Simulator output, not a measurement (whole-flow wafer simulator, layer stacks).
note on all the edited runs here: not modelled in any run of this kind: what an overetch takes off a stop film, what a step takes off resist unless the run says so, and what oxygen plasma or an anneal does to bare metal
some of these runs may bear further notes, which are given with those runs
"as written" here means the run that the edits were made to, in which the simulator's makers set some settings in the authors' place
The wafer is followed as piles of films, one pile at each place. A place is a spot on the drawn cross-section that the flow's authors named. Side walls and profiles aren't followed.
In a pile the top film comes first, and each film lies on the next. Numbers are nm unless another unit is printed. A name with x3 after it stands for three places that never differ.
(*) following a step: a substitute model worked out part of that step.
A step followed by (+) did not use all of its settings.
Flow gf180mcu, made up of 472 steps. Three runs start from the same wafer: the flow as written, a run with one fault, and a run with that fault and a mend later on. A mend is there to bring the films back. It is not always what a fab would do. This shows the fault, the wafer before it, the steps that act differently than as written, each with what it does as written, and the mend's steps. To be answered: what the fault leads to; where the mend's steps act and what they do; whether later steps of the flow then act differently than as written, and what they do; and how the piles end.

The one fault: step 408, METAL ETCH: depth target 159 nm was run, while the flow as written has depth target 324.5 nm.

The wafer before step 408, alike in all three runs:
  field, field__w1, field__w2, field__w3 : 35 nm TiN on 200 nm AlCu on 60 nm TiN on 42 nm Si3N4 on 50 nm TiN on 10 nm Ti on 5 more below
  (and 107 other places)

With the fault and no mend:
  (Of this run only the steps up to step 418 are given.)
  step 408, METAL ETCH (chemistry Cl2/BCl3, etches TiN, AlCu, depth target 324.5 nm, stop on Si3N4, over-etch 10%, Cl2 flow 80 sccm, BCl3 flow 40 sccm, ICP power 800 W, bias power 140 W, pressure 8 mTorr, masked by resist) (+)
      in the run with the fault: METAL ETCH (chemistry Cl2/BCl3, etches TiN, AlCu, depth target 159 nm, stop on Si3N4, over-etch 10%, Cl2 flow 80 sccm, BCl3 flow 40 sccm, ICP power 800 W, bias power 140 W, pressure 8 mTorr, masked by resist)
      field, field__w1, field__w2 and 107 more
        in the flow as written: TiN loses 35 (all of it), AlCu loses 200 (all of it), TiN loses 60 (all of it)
        in the run with the fault: TiN loses 35 (all of it), AlCu loses 124
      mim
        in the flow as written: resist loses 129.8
        in the run with the fault: resist loses 63.6
  Steps later in the flow that act otherwise than as written:
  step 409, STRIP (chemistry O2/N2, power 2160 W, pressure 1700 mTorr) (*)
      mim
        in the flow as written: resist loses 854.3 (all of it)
        in the run with the fault: resist loses 920.5 (all of it)
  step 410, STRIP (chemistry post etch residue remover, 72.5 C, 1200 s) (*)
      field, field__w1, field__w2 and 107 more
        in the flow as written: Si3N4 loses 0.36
        in the run with the fault: AlCu loses 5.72
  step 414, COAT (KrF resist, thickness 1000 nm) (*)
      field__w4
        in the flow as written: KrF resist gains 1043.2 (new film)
        in the run with the fault: KrF resist gains 1022.3 (new film)
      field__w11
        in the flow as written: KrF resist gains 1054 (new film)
        in the run with the fault: KrF resist gains 1027.6 (new film)
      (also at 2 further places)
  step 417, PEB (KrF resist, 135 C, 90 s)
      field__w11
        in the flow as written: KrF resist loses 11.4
        in the run with the fault: KrF resist loses 10.8
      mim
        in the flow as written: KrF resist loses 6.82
        in the run with the fault: KrF resist loses 8.43
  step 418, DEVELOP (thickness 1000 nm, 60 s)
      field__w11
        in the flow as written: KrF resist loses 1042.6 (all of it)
        in the run with the fault: KrF resist loses 1016.8 (all of it)
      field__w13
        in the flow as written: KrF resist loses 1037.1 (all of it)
        in the run with the fault: KrF resist loses 1013.9 (all of it)
  After step 418, at field, field__w1, field__w2 and 109 more, the piles differ from the flow's by more than 2% or 0.5 nm, whichever is larger.
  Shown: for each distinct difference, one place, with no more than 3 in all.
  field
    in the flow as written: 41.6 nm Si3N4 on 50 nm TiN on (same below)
    in the run with the fault: 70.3 nm AlCu on 60 nm TiN on 42 nm Si3N4 on 50 nm TiN on (same below)
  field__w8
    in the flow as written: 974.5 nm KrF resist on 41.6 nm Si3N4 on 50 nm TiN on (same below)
    in the run with the fault: 974.5 nm KrF resist on 70.3 nm AlCu on 60 nm TiN on 42 nm Si3N4 on 50 nm TiN on (same below)
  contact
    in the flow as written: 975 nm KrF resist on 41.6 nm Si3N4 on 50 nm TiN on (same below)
    in the run with the fault: 974.8 nm KrF resist on 70.3 nm AlCu on 60 nm TiN on 42 nm Si3N4 on 50 nm TiN on (same below)

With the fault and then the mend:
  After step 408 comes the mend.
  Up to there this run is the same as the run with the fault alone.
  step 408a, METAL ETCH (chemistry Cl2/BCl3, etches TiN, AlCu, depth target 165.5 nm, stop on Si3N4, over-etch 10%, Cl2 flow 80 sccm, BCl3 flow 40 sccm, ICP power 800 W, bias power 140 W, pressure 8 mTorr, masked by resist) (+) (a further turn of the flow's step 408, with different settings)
      field, field__w1, field__w2 and 107 more
        AlCu loses 76 (all of it), TiN loses 60 (all of it)
      mim
        resist loses 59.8
  None of the later steps of the flow differs from how it acts as written, at any place that is followed, by more than 2% or 0.5 nm, whichever is larger.
  By the end, the piles equal the flow's at every place that both follow.
